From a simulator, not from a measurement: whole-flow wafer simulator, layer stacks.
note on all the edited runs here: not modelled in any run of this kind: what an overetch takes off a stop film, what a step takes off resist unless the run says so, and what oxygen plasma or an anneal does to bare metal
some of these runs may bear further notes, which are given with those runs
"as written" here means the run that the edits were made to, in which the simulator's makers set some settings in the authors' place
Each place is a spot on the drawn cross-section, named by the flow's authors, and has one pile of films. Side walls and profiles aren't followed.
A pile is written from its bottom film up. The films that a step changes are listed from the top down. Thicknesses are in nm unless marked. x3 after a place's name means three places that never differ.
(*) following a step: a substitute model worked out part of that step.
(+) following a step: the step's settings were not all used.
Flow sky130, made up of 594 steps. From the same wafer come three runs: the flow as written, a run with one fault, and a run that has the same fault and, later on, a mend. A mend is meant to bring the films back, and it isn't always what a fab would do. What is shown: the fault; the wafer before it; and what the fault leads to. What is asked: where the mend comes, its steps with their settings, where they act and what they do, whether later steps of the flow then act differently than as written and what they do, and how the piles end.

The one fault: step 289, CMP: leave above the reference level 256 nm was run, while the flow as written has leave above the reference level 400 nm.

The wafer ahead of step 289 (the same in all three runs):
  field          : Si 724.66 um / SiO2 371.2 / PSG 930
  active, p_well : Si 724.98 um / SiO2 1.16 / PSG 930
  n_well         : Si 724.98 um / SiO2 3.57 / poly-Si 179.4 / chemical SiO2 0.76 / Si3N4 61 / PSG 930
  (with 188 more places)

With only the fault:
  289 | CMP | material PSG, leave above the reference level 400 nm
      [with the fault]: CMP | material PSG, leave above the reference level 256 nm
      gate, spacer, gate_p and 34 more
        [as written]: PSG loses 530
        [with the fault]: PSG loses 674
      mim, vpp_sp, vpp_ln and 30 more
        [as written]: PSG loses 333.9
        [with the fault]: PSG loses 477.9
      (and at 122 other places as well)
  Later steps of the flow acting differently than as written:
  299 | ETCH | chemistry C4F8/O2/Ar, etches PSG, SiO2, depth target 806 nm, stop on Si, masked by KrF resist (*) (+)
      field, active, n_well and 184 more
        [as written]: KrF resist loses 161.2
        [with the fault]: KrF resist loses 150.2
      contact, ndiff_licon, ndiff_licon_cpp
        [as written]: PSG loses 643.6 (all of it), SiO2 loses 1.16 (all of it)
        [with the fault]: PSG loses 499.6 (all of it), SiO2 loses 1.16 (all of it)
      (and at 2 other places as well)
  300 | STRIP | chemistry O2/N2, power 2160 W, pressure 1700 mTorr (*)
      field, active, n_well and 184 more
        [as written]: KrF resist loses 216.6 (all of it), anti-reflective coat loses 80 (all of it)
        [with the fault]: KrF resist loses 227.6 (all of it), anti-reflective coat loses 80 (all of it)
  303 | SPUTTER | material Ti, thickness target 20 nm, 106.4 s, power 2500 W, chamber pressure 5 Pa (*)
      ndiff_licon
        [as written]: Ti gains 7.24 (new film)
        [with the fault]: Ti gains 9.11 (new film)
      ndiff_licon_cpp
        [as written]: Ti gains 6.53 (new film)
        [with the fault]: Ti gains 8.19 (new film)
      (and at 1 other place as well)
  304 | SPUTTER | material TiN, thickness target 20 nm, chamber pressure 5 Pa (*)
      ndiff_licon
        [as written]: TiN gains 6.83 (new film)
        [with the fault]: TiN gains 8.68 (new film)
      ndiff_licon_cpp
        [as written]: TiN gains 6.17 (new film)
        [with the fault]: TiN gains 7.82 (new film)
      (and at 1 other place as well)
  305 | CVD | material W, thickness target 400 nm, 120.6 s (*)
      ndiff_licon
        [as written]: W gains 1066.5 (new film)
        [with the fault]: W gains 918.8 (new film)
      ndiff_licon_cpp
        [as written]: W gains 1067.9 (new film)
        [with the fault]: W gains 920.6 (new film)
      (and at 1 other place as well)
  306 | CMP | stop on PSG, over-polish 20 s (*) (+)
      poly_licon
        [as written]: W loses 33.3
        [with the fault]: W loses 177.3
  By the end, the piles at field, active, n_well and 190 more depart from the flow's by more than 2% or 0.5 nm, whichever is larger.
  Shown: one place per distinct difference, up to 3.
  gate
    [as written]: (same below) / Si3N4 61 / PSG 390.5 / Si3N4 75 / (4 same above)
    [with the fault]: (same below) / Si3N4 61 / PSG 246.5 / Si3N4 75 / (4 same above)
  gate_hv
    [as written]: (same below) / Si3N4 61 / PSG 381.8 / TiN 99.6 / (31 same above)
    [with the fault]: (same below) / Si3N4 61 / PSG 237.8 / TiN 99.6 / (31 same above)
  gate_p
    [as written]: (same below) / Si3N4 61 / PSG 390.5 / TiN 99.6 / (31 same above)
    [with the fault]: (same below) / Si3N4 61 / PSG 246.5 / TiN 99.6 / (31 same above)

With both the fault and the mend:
  After step 289 comes the mend.
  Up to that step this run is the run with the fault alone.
  289a | HDPCVD | material PSG, thickness target 144 nm (*) (a further turn of the flow's step 288, with different settings)
      field, active, n_well and 189 more
        PSG gains 144
  Later steps of the flow that are run all act as written at every place that is followed, up to a difference of at most 2% or 0.5 nm, whichever is larger.
  The piles end only slightly different from the flow's at the places that both follow, by no more than 2% or 0.5 nm, whichever is larger.
